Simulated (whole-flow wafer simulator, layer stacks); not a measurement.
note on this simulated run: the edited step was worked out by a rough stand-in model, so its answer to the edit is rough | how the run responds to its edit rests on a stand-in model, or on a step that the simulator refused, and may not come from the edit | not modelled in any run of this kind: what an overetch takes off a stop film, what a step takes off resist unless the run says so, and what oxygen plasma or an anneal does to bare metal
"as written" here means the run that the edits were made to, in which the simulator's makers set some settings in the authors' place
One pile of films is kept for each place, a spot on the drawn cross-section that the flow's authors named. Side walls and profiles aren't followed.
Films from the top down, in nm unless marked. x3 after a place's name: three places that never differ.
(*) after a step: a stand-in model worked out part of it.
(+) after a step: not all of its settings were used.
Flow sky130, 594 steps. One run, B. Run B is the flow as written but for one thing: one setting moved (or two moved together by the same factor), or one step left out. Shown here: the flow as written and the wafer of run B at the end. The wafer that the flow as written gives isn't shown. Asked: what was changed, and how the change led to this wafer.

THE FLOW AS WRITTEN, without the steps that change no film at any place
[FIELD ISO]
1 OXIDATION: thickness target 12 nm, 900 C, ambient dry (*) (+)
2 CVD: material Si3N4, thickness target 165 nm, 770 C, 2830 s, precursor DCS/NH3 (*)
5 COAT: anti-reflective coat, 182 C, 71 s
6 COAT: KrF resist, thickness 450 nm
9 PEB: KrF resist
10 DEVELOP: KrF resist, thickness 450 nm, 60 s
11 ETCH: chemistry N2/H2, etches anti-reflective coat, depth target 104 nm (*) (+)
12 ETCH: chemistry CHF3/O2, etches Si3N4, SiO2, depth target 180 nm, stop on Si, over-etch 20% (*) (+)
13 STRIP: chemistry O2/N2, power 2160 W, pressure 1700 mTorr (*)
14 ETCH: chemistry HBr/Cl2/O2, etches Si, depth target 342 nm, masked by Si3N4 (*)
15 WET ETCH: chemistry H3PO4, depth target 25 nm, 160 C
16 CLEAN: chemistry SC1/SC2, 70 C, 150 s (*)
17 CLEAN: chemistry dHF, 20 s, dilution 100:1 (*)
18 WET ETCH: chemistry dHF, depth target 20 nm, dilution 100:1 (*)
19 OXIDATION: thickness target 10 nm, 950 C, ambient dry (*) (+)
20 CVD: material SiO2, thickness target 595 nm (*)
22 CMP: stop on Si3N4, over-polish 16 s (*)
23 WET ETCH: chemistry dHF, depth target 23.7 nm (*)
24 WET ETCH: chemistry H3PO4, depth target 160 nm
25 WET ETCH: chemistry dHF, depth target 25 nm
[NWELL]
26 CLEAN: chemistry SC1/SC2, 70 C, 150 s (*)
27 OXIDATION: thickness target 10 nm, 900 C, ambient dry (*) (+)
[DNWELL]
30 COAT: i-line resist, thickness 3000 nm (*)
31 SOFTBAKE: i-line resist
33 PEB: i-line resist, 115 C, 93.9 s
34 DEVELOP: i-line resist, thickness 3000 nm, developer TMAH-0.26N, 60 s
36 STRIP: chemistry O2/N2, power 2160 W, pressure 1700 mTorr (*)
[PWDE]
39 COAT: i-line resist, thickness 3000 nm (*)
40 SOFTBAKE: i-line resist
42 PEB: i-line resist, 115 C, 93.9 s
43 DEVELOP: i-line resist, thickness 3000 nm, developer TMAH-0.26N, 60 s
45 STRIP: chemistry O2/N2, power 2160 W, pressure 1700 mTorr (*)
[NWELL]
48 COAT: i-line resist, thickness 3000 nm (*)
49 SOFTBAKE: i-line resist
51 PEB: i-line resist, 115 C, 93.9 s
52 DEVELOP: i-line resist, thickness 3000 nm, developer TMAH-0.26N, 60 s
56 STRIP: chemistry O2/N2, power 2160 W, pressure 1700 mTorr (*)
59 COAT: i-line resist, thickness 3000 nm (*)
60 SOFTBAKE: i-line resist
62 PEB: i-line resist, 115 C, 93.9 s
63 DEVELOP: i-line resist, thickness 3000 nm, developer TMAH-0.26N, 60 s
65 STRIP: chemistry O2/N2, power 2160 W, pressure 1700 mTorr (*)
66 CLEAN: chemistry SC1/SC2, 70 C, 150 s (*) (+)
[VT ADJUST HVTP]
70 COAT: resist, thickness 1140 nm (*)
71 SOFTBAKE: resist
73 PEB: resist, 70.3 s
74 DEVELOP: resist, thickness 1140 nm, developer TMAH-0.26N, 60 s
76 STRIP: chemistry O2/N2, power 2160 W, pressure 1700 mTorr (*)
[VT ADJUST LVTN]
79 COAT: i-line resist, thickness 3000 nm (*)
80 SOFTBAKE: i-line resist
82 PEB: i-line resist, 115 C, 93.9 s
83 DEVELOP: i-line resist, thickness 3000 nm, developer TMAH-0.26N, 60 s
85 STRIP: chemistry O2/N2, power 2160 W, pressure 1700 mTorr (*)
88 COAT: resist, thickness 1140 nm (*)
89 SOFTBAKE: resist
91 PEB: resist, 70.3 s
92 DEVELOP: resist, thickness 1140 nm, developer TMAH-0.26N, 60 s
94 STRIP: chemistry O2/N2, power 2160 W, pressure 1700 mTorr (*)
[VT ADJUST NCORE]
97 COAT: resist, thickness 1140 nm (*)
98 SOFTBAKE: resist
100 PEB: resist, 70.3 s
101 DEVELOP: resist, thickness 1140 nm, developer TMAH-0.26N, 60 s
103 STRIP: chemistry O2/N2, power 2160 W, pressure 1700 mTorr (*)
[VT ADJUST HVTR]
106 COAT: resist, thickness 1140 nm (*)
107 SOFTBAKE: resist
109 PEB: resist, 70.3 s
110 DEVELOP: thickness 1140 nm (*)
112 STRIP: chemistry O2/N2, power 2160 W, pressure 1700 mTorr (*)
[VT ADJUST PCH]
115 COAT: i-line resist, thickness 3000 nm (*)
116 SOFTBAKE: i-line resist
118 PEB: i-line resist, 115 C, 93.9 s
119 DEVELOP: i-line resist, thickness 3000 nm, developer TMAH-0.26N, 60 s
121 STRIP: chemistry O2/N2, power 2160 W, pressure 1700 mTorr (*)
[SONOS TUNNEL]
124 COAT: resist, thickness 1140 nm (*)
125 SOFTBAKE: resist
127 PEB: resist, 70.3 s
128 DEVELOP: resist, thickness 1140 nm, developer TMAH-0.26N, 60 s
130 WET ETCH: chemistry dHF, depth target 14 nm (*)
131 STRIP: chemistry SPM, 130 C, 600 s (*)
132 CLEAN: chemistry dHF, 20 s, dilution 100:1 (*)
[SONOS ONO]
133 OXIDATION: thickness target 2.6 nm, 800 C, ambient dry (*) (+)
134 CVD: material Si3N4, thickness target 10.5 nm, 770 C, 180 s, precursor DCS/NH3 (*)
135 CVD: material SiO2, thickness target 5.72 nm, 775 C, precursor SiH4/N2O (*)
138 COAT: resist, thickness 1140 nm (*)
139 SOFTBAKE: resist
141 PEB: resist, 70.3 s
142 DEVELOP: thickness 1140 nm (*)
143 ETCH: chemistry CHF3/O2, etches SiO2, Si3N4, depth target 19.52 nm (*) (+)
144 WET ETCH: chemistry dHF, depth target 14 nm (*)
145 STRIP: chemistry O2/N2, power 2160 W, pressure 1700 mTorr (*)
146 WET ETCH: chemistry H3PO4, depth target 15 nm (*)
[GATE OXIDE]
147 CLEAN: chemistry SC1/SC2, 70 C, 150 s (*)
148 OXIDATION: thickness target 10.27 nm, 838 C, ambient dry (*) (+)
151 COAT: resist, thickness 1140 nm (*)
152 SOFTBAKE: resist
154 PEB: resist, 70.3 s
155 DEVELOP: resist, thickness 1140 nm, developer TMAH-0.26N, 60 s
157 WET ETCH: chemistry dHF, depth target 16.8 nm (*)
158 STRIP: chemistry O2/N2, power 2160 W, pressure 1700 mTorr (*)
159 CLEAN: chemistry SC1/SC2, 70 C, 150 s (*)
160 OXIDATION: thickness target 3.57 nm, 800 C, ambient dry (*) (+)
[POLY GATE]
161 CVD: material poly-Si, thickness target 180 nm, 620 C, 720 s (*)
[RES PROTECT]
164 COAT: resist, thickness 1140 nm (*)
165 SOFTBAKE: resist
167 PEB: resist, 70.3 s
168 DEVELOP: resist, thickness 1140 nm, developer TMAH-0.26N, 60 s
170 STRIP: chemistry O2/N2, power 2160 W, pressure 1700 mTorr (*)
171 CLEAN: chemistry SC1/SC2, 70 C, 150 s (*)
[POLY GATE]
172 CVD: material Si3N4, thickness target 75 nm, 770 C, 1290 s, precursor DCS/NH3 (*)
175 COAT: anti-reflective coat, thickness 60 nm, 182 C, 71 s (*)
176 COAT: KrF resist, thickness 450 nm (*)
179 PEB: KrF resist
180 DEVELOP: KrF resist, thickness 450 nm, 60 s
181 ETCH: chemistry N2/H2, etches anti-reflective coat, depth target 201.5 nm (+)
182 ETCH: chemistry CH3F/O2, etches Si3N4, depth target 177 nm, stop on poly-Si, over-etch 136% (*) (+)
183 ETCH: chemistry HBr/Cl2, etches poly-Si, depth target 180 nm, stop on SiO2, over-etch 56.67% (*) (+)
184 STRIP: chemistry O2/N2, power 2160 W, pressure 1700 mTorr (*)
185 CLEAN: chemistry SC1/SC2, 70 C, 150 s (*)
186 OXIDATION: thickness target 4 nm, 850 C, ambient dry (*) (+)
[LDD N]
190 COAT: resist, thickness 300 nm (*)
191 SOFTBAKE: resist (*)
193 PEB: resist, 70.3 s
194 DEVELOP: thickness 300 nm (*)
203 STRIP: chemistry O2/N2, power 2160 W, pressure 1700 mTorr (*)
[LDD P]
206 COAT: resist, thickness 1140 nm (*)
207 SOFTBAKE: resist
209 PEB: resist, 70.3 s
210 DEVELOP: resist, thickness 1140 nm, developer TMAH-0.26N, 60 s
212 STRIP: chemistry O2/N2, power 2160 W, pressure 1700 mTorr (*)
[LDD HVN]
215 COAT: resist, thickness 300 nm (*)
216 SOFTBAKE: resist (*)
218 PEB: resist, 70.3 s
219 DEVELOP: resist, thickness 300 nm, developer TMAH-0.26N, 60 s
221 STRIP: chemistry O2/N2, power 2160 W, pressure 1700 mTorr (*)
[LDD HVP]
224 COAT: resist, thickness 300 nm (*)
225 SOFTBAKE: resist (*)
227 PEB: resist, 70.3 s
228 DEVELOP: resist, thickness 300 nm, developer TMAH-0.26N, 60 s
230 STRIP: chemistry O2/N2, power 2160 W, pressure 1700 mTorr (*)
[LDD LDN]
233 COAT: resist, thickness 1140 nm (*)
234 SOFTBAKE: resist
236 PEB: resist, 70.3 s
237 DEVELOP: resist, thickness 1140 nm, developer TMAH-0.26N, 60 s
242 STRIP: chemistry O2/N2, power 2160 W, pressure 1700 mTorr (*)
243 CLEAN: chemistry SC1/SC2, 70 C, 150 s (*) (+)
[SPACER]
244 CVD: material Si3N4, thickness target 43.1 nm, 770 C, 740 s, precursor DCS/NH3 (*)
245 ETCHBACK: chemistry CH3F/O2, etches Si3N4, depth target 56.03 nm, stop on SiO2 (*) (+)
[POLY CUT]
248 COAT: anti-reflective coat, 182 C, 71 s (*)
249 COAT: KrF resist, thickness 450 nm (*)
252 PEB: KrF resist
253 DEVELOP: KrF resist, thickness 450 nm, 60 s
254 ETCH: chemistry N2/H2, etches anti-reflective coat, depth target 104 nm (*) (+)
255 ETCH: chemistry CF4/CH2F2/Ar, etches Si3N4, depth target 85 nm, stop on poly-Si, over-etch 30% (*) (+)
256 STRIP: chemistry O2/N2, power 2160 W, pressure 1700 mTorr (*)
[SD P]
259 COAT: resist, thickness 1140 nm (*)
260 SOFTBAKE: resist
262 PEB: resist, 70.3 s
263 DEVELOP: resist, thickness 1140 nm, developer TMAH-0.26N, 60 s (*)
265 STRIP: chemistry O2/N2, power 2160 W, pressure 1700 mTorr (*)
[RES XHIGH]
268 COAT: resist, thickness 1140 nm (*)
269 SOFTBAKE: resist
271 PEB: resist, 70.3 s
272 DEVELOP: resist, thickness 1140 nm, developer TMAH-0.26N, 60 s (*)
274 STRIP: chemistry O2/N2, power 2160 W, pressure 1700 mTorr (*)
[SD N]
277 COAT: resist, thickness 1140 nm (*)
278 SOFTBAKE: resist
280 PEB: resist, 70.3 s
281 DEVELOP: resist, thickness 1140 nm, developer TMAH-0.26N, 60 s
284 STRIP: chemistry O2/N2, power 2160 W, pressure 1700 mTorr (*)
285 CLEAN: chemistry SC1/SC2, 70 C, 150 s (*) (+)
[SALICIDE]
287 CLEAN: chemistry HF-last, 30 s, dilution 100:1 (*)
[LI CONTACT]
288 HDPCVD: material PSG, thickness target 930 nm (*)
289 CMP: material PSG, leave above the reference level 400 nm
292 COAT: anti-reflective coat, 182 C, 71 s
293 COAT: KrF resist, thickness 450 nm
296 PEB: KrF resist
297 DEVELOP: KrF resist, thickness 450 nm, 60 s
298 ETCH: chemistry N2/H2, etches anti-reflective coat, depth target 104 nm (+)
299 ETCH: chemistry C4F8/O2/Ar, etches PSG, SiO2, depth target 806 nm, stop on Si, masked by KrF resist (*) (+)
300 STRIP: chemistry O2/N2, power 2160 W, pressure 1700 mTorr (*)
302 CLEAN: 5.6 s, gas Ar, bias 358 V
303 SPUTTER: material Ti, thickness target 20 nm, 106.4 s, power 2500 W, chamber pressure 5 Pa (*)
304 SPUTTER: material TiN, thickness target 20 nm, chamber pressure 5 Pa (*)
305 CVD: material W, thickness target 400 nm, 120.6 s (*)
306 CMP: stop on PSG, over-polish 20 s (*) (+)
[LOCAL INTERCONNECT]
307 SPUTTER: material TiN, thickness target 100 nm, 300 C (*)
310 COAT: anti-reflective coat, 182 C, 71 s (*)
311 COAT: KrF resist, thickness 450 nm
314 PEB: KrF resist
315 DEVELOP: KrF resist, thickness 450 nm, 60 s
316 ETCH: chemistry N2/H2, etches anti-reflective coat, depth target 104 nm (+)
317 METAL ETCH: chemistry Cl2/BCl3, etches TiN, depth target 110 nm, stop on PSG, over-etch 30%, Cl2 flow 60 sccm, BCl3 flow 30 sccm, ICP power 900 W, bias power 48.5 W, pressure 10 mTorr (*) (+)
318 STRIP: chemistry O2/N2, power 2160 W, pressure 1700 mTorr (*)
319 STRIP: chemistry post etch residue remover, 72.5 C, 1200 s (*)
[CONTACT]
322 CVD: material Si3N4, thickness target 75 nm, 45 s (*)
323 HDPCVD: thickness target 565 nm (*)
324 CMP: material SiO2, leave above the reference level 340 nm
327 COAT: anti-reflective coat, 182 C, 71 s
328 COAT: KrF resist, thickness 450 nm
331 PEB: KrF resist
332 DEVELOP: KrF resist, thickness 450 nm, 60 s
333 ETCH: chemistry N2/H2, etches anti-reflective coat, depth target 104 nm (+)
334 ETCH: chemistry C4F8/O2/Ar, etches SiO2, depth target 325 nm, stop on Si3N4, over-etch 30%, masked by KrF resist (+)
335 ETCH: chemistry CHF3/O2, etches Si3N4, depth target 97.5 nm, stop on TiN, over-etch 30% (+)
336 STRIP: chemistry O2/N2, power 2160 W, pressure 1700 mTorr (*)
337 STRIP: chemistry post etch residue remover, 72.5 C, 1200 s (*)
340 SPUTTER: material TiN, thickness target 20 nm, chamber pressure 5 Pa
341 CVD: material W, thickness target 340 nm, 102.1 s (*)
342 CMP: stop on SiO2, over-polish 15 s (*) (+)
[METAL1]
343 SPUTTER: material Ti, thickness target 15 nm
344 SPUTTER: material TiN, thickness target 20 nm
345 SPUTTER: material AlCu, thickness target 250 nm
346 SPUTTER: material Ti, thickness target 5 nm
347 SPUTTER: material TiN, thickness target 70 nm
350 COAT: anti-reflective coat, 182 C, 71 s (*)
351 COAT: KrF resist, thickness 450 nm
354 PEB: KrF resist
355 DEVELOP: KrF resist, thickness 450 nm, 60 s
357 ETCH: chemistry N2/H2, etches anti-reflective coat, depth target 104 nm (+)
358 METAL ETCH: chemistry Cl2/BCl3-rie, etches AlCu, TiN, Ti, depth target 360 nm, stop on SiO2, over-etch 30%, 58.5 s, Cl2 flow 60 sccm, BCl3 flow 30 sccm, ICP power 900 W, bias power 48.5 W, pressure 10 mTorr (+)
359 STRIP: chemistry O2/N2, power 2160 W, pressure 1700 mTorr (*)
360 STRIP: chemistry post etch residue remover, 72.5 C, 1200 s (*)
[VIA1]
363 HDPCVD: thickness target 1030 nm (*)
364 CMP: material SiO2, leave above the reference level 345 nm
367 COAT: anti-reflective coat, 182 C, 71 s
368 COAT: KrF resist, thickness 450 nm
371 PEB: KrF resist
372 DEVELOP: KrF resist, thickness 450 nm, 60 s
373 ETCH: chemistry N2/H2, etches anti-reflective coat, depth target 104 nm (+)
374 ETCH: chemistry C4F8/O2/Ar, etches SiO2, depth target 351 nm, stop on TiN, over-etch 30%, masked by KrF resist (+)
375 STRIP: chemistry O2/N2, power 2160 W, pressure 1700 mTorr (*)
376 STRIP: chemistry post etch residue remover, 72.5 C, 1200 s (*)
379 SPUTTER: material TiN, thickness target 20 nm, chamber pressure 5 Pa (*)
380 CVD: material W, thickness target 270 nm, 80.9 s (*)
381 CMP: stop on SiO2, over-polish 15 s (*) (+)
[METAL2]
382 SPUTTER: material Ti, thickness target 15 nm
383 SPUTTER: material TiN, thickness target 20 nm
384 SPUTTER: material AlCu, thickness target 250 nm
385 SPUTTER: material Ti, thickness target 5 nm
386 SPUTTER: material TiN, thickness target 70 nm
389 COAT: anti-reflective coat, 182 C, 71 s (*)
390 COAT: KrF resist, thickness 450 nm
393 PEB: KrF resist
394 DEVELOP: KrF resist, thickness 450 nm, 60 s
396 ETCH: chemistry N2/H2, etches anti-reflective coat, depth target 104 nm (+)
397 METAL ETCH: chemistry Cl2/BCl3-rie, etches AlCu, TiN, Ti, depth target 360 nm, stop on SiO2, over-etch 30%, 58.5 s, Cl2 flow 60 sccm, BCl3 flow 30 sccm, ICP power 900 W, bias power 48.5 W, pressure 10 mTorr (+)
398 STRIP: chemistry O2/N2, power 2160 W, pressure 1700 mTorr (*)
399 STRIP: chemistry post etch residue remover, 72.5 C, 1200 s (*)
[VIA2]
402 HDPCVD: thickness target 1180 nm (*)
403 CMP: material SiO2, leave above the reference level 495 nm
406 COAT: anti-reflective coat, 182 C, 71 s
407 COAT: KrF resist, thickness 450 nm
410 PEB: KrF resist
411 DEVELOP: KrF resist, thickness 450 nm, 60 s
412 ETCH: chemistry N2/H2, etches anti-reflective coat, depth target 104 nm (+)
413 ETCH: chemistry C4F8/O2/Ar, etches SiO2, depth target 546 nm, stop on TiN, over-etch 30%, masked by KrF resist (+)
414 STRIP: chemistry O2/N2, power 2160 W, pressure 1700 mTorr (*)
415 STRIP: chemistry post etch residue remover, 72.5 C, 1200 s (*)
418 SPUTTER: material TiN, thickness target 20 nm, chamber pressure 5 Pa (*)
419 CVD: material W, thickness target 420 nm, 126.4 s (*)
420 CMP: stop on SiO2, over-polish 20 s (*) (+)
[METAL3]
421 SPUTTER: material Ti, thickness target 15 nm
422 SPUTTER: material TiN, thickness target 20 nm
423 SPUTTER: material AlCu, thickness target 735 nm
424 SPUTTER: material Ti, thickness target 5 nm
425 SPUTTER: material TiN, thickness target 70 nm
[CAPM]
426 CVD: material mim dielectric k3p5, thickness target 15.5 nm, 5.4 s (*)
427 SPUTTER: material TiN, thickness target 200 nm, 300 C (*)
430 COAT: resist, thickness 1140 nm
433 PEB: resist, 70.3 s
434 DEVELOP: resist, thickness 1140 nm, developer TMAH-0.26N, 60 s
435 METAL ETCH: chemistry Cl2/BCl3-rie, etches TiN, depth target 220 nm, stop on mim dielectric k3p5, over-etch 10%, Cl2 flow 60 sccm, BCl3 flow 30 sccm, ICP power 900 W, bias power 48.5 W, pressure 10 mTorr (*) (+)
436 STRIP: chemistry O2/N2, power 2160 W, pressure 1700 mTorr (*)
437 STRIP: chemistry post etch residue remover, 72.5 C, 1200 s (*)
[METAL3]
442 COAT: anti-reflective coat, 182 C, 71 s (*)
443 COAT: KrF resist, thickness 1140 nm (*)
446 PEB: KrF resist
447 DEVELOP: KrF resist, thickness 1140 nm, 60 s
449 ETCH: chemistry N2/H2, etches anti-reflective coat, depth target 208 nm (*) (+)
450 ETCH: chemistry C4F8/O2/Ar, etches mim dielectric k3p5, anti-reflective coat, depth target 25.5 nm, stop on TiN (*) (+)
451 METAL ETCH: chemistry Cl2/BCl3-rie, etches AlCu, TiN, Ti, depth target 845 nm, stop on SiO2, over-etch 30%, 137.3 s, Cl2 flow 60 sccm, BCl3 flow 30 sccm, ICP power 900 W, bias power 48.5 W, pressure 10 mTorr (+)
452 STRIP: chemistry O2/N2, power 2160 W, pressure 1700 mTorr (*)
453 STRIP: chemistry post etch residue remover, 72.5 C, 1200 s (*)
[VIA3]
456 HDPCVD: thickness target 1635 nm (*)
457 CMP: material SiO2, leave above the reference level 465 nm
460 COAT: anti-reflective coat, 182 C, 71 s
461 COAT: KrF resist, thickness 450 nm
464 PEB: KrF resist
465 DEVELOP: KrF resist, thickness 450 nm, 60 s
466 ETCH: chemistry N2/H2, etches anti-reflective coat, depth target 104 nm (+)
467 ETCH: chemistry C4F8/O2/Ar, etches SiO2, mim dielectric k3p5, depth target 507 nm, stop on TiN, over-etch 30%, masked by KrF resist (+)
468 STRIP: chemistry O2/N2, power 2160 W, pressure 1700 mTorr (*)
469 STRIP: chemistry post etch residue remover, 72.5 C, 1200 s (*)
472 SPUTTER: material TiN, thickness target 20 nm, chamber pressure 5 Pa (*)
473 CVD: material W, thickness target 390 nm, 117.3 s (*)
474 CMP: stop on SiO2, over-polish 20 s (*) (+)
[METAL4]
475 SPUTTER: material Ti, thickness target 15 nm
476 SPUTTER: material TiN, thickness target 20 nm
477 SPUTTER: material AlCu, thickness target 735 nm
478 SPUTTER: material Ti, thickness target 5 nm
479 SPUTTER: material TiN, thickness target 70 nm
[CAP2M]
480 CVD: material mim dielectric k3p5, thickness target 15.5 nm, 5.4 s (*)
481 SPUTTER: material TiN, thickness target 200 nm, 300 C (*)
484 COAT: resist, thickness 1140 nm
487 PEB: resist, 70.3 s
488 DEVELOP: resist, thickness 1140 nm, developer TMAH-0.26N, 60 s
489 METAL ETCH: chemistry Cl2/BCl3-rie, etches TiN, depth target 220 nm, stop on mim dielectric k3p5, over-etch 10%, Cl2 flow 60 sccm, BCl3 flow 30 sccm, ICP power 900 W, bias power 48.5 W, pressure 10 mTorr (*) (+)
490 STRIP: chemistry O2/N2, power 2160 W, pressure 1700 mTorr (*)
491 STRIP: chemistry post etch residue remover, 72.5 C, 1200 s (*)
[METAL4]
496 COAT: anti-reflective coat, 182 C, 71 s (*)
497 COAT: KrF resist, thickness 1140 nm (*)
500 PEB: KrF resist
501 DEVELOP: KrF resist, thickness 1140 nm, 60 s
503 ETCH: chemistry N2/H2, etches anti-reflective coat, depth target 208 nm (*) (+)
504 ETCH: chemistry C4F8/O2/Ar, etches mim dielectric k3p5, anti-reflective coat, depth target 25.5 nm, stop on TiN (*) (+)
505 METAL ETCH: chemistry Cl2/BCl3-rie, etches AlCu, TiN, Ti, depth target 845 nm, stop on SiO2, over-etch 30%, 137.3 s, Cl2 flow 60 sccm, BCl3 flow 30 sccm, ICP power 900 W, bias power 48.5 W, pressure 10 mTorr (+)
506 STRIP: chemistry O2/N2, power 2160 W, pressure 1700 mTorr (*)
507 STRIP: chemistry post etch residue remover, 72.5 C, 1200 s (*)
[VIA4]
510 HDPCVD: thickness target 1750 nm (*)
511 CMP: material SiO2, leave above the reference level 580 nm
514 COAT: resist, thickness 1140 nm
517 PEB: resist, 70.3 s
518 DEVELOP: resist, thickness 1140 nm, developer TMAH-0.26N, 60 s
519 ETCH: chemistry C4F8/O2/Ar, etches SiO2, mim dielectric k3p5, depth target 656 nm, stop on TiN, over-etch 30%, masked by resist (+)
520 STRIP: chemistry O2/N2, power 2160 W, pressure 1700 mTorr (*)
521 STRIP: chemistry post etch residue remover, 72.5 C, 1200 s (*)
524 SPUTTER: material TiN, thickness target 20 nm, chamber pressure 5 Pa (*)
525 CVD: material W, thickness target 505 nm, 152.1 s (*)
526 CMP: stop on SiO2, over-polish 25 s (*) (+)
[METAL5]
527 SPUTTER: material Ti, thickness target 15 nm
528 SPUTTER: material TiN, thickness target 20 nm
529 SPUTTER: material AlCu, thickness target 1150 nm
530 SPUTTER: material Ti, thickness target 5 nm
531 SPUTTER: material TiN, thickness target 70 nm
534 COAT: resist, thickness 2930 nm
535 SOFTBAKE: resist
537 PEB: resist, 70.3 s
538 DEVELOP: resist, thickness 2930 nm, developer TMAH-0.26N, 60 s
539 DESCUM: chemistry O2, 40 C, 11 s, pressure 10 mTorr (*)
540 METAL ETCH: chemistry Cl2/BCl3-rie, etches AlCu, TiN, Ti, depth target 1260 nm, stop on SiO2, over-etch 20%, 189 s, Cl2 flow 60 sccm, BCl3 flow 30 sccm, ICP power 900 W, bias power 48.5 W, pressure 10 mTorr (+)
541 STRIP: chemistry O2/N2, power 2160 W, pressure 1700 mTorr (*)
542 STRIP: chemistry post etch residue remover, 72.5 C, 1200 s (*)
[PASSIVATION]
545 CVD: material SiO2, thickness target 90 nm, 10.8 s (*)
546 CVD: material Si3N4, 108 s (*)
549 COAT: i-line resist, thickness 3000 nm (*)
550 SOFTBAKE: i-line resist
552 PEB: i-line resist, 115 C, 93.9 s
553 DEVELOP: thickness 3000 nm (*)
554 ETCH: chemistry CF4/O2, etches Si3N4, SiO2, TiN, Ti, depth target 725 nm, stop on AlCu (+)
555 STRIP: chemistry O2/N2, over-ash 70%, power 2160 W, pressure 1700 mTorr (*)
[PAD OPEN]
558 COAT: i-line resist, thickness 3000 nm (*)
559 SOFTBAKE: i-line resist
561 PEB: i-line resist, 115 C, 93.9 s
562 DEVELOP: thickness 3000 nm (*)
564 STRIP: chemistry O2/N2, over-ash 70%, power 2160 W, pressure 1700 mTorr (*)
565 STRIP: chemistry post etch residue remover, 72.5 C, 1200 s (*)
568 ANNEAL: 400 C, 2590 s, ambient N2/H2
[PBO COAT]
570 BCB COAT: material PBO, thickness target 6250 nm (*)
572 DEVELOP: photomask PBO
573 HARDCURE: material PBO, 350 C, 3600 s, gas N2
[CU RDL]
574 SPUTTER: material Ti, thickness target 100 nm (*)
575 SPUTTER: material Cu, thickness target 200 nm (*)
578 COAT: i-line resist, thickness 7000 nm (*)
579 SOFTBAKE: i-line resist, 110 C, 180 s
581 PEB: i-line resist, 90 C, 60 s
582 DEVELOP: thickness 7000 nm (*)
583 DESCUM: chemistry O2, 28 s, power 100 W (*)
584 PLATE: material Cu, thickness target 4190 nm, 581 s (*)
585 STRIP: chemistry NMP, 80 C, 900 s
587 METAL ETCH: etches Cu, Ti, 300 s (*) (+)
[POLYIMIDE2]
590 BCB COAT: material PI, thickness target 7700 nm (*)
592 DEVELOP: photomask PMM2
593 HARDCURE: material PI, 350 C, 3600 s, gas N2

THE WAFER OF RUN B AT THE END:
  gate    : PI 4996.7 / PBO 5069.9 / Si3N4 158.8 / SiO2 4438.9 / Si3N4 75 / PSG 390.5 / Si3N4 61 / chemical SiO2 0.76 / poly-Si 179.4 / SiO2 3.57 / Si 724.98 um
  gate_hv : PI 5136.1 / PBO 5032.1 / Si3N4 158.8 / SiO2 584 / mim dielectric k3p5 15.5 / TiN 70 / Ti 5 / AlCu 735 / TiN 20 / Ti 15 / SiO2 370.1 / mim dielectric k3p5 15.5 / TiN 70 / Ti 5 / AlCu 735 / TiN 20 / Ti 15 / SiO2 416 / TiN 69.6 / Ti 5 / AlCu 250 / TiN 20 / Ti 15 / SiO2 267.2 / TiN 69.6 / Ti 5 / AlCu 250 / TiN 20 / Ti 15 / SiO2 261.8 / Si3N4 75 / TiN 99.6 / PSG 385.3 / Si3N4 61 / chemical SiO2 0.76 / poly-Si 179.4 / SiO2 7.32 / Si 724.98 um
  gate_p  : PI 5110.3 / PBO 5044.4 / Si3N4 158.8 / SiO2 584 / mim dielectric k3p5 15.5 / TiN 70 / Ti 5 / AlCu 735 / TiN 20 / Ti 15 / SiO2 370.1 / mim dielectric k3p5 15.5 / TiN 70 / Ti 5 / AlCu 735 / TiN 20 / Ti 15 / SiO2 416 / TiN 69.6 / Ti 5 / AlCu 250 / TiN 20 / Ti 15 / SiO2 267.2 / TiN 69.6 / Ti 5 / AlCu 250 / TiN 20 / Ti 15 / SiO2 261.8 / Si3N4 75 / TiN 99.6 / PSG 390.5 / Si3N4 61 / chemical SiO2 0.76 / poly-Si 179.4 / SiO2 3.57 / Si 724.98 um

The cause: step 148, OXIDATION: thickness target 6.674 nm was run, where the flow has thickness target 10.27 nm.

How the change led to this, step by step:
  148 OXIDATION: thickness target 10.27 nm, 838 C, ambient dry (*) (+)
      active, n_well, p_well and 98 more: SiO2 +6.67 (new film), chemical SiO2 -0.76 (all of it), Si -2.6 (as written it would be: SiO2 +10.3 (new film), chemical SiO2 -0.76 (all of it), Si -4.18)
  157 WET ETCH: chemistry dHF, depth target 16.8 nm (*)
      active, n_well, p_well and 58 more: SiO2 -6.67 (all of it) (as written it would be: SiO2 -10.3 (all of it))
  175 COAT: anti-reflective coat, thickness 60 nm, 182 C, 71 s (*)
      m1: anti-reflective coat +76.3 (new film) (as written it would be: anti-reflective coat +74.7 (new film))
      nwell_res: anti-reflective coat +72.5 (new film) (as written it would be: anti-reflective coat +74 (new film))
      (and at 7 more places)
  181 ETCH: chemistry N2/H2, etches anti-reflective coat, depth target 201.5 nm (+)
      nwell_res: anti-reflective coat -72.5 (all of it), Si3N4 -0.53 (as written it would be: anti-reflective coat -74 (all of it), Si3N4 -0.49)
      pplus_nw: anti-reflective coat -72.4 (all of it), Si3N4 -0.53 (as written it would be: anti-reflective coat -73.9 (all of it), Si3N4 -0.49)
      (and at 4 more places)
  184 STRIP: chemistry O2/N2, power 2160 W, pressure 1700 mTorr (*)
      m1: KrF resist -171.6 (all of it), anti-reflective coat -76.3 (all of it) (as written it would be: KrF resist -172.2 (all of it), anti-reflective coat -74.7 (all of it))
      wcut_fox_pw: KrF resist -170.8 (all of it), anti-reflective coat -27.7 (all of it) (as written it would be: KrF resist -171.3 (all of it), anti-reflective coat -28.3 (all of it))
      (and at 1 more place)
  248 COAT: anti-reflective coat, 182 C, 71 s (*)
      m1: anti-reflective coat +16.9 (new film) (as written it would be: anti-reflective coat +16.3 (new film))
      pplus_nw: anti-reflective coat +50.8 (new film) (as written it would be: anti-reflective coat +52.2 (new film))
      (and at 8 more places)
  256 STRIP: chemistry O2/N2, power 2160 W, pressure 1700 mTorr (*)
      m1: KrF resist -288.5 (all of it), anti-reflective coat -16.9 (all of it) (as written it would be: KrF resist -287.2 (all of it), anti-reflective coat -16.3 (all of it))
      pplus_nw: KrF resist -444.5 (all of it), anti-reflective coat -50.8 (all of it) (as written it would be: KrF resist -444.5 (all of it), anti-reflective coat -52.2 (all of it))
      (and at 8 more places)
  306 CMP: stop on PSG, over-polish 20 s (*) (+)
      poly_licon: W -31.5 (as written it would be: W -33.3)
